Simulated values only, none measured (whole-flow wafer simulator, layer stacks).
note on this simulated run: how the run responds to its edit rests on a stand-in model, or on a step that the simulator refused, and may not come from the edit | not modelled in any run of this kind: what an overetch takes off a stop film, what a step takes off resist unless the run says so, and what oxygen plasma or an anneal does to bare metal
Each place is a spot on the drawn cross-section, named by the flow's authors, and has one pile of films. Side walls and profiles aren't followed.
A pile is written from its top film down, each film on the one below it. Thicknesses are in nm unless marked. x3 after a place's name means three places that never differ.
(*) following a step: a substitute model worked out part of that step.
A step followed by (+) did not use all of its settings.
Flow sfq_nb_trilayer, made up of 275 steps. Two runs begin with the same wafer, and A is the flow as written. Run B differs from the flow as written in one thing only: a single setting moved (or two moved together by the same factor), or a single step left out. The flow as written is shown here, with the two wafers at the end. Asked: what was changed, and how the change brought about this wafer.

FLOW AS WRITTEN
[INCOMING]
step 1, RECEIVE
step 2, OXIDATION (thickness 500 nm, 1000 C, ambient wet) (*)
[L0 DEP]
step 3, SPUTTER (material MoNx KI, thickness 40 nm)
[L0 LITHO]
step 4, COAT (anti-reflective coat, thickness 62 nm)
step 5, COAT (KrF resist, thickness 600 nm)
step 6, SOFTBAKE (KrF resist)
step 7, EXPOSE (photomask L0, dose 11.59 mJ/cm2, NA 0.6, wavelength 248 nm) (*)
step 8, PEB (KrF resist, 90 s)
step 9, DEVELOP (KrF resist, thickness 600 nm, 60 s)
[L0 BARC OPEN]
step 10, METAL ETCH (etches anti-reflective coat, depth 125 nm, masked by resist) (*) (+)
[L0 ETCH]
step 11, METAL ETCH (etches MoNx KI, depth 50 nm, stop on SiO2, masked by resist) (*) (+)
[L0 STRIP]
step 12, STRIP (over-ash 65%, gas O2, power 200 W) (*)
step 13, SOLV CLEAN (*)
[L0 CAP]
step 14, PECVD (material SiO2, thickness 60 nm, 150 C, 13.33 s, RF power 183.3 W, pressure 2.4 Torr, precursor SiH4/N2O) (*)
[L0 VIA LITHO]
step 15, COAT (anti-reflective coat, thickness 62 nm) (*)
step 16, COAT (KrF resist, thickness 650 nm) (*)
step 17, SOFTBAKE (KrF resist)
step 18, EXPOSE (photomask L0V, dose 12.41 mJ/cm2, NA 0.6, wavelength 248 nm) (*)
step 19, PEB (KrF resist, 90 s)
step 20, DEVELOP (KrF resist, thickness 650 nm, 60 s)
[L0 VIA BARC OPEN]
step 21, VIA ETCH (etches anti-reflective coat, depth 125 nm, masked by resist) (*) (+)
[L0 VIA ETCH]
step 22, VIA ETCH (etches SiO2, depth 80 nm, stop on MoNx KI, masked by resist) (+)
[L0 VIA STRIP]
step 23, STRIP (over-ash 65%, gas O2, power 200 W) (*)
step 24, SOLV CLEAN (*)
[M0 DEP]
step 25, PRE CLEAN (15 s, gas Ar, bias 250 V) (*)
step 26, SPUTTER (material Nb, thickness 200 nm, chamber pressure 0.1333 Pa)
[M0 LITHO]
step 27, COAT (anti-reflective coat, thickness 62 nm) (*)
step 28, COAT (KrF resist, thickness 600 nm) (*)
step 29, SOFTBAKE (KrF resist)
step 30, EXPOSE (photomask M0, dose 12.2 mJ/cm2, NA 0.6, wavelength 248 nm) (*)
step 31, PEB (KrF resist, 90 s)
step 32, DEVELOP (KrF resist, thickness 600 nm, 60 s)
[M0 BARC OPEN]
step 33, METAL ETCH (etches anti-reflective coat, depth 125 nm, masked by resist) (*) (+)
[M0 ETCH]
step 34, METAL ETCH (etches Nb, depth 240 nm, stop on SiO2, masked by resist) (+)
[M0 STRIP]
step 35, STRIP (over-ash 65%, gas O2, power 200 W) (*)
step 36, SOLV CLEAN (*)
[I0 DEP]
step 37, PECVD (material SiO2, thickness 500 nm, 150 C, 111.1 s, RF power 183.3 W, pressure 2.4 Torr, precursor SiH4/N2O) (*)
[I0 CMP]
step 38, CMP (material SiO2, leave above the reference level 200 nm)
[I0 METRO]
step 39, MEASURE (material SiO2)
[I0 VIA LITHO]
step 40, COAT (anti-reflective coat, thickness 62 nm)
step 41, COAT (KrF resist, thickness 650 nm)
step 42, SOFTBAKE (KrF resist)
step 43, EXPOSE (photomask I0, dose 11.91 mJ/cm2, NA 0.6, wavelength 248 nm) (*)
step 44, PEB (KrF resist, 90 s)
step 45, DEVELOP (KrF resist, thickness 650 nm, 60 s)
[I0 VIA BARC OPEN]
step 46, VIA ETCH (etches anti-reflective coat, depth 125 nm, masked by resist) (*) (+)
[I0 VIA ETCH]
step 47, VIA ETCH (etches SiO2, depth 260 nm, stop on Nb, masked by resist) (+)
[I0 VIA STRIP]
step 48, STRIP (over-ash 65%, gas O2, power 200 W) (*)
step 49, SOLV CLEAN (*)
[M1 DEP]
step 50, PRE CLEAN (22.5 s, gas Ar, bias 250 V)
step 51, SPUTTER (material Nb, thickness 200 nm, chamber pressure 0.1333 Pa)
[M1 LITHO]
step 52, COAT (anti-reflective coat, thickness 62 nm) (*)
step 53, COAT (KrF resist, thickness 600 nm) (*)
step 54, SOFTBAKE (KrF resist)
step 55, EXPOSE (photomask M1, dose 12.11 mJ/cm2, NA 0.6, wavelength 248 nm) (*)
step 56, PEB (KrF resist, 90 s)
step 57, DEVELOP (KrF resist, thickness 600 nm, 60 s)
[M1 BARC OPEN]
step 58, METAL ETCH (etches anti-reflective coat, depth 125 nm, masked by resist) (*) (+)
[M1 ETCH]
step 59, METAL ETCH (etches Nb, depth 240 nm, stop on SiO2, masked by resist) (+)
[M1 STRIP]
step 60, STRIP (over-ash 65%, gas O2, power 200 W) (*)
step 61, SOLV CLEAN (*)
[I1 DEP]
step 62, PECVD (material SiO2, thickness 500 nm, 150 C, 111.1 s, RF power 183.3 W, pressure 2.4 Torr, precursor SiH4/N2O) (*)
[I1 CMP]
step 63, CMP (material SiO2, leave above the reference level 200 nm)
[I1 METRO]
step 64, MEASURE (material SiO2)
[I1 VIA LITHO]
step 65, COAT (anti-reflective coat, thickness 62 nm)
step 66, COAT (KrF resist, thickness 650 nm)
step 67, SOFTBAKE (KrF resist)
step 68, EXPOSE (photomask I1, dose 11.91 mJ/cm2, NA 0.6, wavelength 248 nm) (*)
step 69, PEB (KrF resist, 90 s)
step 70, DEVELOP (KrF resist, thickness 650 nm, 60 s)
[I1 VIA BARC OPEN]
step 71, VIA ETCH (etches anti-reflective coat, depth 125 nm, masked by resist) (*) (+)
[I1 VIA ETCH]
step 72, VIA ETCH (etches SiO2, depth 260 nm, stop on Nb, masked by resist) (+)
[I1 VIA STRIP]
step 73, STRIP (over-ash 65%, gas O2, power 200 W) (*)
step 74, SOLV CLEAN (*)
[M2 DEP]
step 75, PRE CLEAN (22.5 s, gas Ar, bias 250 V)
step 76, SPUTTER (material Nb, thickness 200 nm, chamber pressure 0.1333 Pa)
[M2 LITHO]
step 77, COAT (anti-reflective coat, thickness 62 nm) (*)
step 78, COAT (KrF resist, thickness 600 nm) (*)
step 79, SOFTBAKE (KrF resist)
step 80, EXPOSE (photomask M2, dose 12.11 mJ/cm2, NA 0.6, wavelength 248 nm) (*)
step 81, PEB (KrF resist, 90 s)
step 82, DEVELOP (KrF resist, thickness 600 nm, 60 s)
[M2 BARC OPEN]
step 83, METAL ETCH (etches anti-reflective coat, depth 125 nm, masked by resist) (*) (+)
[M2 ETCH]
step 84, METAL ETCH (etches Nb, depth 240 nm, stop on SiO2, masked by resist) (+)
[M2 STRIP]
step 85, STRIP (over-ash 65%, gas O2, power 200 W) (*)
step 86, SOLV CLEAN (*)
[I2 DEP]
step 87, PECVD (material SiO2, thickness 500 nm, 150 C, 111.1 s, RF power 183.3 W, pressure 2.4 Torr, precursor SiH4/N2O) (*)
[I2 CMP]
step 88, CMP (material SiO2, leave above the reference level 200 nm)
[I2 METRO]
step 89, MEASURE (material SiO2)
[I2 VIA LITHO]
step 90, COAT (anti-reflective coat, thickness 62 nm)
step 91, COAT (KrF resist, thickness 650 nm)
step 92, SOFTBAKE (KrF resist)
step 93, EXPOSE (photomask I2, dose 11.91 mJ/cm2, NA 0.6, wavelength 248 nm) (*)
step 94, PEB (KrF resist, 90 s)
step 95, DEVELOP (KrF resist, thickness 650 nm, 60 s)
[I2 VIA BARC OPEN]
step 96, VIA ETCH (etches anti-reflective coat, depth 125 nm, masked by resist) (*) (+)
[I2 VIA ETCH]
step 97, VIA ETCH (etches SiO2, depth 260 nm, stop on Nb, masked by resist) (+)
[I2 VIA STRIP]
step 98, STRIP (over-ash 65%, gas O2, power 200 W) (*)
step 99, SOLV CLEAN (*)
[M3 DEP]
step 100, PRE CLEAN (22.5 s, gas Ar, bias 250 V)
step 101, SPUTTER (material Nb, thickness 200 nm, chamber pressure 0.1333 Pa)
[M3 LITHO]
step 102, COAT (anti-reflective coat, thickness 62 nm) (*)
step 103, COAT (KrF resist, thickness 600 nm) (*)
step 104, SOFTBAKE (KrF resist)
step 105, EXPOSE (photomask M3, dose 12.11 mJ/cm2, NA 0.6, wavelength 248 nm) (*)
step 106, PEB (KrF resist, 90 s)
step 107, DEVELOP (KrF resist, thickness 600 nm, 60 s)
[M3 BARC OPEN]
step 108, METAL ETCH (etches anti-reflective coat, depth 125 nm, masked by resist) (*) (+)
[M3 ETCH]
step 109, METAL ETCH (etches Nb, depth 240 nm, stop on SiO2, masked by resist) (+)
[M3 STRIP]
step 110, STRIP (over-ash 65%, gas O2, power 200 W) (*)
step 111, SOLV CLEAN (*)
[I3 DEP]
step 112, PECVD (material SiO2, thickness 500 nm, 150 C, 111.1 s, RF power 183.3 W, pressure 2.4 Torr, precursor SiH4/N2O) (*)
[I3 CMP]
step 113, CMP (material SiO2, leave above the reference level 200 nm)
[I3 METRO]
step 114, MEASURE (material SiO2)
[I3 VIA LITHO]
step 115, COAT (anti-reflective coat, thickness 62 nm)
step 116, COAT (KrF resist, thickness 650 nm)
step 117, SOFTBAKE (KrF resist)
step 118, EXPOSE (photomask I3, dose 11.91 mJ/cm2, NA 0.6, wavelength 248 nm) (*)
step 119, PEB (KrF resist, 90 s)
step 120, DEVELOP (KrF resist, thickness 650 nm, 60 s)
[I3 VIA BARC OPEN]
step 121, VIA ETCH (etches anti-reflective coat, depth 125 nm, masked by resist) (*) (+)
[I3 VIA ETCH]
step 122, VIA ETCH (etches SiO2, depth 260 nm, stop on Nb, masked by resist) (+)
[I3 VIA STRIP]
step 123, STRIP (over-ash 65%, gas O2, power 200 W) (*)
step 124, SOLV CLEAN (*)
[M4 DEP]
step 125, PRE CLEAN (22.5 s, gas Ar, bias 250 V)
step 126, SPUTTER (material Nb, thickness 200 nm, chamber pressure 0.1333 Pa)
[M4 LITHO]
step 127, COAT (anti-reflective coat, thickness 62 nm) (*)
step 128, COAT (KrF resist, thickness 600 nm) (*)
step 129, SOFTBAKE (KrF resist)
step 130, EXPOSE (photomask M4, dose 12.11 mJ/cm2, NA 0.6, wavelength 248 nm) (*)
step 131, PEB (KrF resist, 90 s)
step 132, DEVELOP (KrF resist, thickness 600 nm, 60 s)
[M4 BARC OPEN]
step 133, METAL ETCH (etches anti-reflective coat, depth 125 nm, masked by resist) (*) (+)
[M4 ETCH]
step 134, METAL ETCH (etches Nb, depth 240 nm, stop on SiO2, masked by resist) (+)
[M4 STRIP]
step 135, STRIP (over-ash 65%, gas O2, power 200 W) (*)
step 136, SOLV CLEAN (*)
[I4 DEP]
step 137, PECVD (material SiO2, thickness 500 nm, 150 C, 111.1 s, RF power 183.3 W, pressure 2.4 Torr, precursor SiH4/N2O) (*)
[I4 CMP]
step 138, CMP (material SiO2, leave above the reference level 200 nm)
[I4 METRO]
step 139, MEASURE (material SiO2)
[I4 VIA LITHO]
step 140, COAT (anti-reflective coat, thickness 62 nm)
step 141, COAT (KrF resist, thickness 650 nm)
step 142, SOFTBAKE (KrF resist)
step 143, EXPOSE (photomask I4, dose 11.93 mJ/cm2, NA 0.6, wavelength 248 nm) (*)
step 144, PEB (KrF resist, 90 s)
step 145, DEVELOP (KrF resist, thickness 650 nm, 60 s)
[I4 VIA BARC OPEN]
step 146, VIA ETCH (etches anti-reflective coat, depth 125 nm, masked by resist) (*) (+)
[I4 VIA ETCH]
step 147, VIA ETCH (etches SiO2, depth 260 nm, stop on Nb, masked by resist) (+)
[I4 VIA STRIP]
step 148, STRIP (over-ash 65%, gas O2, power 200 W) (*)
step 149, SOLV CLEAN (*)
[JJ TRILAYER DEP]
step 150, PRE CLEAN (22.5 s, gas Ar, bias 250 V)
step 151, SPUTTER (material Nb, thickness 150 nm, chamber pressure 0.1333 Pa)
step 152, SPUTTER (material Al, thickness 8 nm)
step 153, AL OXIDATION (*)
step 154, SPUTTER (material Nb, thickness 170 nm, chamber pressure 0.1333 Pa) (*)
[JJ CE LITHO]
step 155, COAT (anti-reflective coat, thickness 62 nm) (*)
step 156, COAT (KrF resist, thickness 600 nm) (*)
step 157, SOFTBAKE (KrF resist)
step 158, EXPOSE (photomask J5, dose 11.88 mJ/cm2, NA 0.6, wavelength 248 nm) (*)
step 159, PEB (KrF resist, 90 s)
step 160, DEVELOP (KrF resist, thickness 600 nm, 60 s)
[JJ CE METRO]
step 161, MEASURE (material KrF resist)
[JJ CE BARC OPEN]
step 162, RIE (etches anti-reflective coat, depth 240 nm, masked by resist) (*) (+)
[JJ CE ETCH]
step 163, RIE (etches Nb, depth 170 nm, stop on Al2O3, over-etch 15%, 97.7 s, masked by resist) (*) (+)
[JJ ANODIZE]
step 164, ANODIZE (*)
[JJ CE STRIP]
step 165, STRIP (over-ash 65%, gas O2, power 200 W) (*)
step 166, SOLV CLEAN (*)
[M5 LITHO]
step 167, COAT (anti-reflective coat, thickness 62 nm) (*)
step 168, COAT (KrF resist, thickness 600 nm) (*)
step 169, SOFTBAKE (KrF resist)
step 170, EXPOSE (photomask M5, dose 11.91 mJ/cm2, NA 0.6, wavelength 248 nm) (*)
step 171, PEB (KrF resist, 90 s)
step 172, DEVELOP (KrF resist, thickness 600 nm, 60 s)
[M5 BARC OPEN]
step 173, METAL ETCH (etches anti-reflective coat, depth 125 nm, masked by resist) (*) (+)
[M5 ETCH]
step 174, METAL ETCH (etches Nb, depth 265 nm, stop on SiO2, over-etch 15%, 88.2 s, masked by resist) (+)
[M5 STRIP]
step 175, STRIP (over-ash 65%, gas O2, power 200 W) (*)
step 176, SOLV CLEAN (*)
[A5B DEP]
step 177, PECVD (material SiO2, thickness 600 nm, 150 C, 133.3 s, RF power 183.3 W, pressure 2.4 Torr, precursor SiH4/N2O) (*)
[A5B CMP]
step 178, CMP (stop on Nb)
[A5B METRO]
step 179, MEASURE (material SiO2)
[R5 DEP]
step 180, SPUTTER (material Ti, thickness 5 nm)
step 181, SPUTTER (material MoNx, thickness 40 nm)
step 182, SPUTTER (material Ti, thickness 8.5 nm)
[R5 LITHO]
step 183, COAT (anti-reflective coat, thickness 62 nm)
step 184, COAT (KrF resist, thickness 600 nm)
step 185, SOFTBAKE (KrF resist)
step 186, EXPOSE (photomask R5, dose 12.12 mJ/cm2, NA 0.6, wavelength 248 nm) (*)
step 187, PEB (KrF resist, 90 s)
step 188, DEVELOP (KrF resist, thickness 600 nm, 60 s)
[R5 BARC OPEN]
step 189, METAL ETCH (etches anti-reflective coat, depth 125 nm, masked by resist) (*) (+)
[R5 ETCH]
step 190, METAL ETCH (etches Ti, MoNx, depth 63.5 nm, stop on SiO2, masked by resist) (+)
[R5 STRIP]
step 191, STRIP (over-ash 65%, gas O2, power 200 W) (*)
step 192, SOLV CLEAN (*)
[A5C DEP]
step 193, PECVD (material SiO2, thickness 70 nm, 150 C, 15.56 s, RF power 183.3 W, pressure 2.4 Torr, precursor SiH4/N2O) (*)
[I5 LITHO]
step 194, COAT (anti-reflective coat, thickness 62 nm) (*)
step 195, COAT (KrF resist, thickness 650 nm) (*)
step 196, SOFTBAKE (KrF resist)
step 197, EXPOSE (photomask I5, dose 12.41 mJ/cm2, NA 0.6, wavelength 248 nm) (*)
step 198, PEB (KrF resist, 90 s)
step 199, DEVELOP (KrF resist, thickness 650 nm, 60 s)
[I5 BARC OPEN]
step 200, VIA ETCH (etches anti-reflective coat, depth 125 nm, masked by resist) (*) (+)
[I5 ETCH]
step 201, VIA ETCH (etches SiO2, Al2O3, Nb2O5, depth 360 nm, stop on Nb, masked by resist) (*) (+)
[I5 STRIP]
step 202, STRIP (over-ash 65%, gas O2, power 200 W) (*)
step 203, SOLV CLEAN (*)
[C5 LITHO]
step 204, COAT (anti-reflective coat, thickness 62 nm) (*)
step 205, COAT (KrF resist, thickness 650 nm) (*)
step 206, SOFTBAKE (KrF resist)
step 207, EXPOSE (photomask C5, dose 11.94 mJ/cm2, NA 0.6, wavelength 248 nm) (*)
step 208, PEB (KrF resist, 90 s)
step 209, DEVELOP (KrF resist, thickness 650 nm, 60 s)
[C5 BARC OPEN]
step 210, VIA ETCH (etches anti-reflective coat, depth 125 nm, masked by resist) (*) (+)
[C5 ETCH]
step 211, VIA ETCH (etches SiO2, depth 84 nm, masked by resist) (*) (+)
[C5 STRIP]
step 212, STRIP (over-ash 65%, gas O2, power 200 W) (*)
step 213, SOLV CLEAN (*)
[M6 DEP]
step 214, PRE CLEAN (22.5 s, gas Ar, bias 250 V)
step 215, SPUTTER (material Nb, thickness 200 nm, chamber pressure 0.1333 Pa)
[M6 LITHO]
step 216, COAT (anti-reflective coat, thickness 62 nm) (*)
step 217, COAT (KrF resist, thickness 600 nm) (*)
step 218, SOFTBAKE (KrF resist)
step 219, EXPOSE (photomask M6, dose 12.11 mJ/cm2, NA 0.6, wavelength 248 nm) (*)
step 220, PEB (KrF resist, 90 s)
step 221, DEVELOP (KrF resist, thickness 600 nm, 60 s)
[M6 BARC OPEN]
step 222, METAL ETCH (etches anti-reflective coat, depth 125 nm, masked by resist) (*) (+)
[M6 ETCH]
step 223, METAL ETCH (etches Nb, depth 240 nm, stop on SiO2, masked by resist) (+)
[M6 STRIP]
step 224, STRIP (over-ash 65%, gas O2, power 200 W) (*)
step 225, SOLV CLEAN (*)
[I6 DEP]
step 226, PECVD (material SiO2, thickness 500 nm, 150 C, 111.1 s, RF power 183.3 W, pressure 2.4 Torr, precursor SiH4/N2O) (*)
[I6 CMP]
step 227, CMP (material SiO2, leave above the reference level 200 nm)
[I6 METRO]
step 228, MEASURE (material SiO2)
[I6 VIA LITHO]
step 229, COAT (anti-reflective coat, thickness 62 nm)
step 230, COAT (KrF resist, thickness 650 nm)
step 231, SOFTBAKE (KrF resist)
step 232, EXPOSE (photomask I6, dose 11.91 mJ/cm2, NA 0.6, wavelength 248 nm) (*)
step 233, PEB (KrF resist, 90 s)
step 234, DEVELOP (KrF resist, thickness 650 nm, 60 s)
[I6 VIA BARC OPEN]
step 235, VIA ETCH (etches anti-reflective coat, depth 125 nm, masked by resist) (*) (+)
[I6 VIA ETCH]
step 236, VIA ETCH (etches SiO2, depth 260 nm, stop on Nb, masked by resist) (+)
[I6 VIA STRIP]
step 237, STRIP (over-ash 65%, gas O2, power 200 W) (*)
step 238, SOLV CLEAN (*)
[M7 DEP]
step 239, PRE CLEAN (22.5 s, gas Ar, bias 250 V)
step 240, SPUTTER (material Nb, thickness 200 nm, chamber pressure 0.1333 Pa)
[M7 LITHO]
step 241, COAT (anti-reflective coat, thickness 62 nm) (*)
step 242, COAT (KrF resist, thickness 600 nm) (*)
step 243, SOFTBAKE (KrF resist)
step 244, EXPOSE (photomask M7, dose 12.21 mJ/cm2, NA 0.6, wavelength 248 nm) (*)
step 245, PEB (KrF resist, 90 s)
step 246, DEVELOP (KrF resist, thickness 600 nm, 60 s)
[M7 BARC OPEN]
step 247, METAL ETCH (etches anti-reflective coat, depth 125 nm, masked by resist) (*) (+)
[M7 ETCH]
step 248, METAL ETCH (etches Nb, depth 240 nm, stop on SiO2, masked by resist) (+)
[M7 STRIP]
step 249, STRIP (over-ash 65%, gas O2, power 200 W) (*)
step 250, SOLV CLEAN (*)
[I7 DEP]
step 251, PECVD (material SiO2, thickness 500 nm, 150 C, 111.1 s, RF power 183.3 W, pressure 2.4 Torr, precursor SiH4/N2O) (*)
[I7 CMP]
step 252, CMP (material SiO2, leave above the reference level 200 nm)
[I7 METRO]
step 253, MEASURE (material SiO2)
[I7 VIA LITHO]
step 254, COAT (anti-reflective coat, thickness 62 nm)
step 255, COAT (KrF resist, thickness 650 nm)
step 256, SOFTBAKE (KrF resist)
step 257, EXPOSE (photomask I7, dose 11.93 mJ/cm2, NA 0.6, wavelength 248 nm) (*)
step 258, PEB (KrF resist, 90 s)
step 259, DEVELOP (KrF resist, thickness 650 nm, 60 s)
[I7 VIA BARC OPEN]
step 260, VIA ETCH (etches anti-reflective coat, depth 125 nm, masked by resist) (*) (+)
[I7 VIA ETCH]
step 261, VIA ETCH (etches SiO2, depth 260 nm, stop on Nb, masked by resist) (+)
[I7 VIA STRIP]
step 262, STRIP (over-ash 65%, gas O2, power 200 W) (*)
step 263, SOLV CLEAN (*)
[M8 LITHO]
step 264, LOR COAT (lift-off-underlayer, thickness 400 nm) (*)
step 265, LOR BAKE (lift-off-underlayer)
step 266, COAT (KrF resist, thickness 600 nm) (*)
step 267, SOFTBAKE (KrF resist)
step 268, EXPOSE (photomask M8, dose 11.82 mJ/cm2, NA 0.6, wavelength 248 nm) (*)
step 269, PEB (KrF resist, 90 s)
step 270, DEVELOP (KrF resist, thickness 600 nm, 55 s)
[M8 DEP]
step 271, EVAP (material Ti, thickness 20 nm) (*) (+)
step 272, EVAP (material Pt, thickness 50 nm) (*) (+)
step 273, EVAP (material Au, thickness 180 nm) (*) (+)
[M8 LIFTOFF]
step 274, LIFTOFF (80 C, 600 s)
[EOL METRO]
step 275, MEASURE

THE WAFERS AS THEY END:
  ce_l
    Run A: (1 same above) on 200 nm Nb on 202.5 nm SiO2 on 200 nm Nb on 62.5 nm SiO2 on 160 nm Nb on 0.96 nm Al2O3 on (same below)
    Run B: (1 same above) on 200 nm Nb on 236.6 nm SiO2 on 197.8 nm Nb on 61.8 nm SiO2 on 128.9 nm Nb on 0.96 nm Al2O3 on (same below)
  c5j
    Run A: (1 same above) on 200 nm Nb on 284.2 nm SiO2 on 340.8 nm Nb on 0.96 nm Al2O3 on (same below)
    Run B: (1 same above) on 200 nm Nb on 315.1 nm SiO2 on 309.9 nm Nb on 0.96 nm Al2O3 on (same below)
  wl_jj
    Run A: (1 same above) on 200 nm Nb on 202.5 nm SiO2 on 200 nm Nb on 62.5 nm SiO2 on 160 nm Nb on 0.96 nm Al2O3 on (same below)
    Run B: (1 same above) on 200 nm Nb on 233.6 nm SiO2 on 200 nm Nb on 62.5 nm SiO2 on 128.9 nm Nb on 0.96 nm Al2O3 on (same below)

Cause: step 190, METAL ETCH: depth 94.6 nm was run, while the flow as written has depth 63.5 nm.

The path from the change to this, step by step:
  step 190, METAL ETCH (etches Ti, MoNx, depth 63.5 nm, stop on SiO2, masked by resist) (+)
      be_r, r_sur, res, r_end, r5r_line_l, r5r_line_c, r5r_line_r: A -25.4 KrF resist | B -37.8 KrF resist
      ce_l, c5j, ce_r, wl_jj: A -8.5 Ti (all of it), -40 MoNx (all of it), -5 Ti (all of it), -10 Nb | B -8.5 Ti (all of it), -40 MoNx (all of it), -5 Ti (all of it), -41.1 Nb
  step 191, STRIP (over-ash 65%, gas O2, power 200 W) (*)
      be_r, r_sur, res, r_end, r5r_line_l, r5r_line_c, r5r_line_r: A -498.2 KrF resist (all of it), -62 anti-reflective coat (all of it) | B -485.7 KrF resist (all of it), -62 anti-reflective coat (all of it)
  step 194, COAT (anti-reflective coat, thickness 62 nm) (*)
      wl_j_sl, wl_j_sr: A +60.2 anti-reflective coat (new film) | B +55.4 anti-reflective coat (new film)
      jj_sur: A +60.8 anti-reflective coat (new film) | B +55.8 anti-reflective coat (new film)
      (also at 5 further places)
  step 195, COAT (KrF resist, thickness 650 nm) (*)
      c5j: A +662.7 KrF resist (new film) | B +679.1 KrF resist (new film)
      wl_jj: A +654.8 KrF resist (new film) | B +670.1 KrF resist (new film)
  step 202, STRIP (over-ash 65%, gas O2, power 200 W) (*)
      wl_j_sl, wl_j_sr: A -333.3 KrF resist (all of it), -60.2 anti-reflective coat (all of it) | B -333.1 KrF resist (all of it), -55.4 anti-reflective coat (all of it)
      jj_sur: A -337.2 KrF resist (all of it), -60.8 anti-reflective coat (all of it) | B -337.5 KrF resist (all of it), -55.8 anti-reflective coat (all of it)
      (also at 5 further places)
  step 204, COAT (anti-reflective coat, thickness 62 nm) (*)
      wl_j_sl, wl_j_sr: A +60.2 anti-reflective coat (new film) | B +55.4 anti-reflective coat (new film)
      jj_sur: A +59.5 anti-reflective coat (new film) | B +54.7 anti-reflective coat (new film)
      (also at 5 further places)
  step 205, COAT (KrF resist, thickness 650 nm) (*)
      c5j: A +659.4 KrF resist (new film) | B +676 KrF resist (new film)
      wl_jj: A +654.8 KrF resist (new film) | B +670.1 KrF resist (new film)
  step 209, DEVELOP (KrF resist, thickness 650 nm, 60 s)
      c5j: A -658.1 KrF resist (all of it) | B -674.5 KrF resist (all of it)
  step 210, VIA ETCH (etches anti-reflective coat, depth 125 nm, masked by resist) (*) (+)
      c5j: A -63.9 anti-reflective coat (all of it), -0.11 SiO2 | B -72.7 anti-reflective coat (all of it), -0.06 SiO2
  step 212, STRIP (over-ash 65%, gas O2, power 200 W) (*)
      wl_j_sl, wl_j_sr: A -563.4 KrF resist (all of it), -60.2 anti-reflective coat (all of it) | B -563.2 KrF resist (all of it), -55.4 anti-reflective coat (all of it)
      jj_sur: A -562 KrF resist (all of it), -59.5 anti-reflective coat (all of it) | B -562.1 KrF resist (all of it), -54.7 anti-reflective coat (all of it)
      (also at 4 further places)
  step 216, COAT (anti-reflective coat, thickness 62 nm) (*)
      wl_j_sl, wl_j_sr: A +60.2 anti-reflective coat (new film) | B +55.6 anti-reflective coat (new film)
      jj_sur: A +56.1 anti-reflective coat (new film) | B +51.1 anti-reflective coat (new film)
      (also at 5 further places)
  step 217, COAT (KrF resist, thickness 600 nm) (*)
      ce_l: A +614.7 KrF resist (new film) | B +629.3 KrF resist (new film)
      c5j: A +636 KrF resist (new film) | B +652.4 KrF resist (new film)
      (also at 2 further places)
  step 224, STRIP (over-ash 65%, gas O2, power 200 W) (*)
      wl_j_sl, wl_j_sr: A -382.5 KrF resist (all of it), -60.2 anti-reflective coat (all of it) | B -382 KrF resist (all of it), -55.6 anti-reflective coat (all of it)
      jj_sur: A -378.5 KrF resist (all of it), -56.1 anti-reflective coat (all of it) | B -378.2 KrF resist (all of it), -51.1 anti-reflective coat (all of it)
      (also at 5 further places)
  step 227, CMP (material SiO2, leave above the reference level 200 nm)
      ce_l, ce_r: A -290 SiO2 | B -255.9 SiO2
      c5j: A -223 SiO2 | B -188.9 SiO2
      (also at 1 further place)
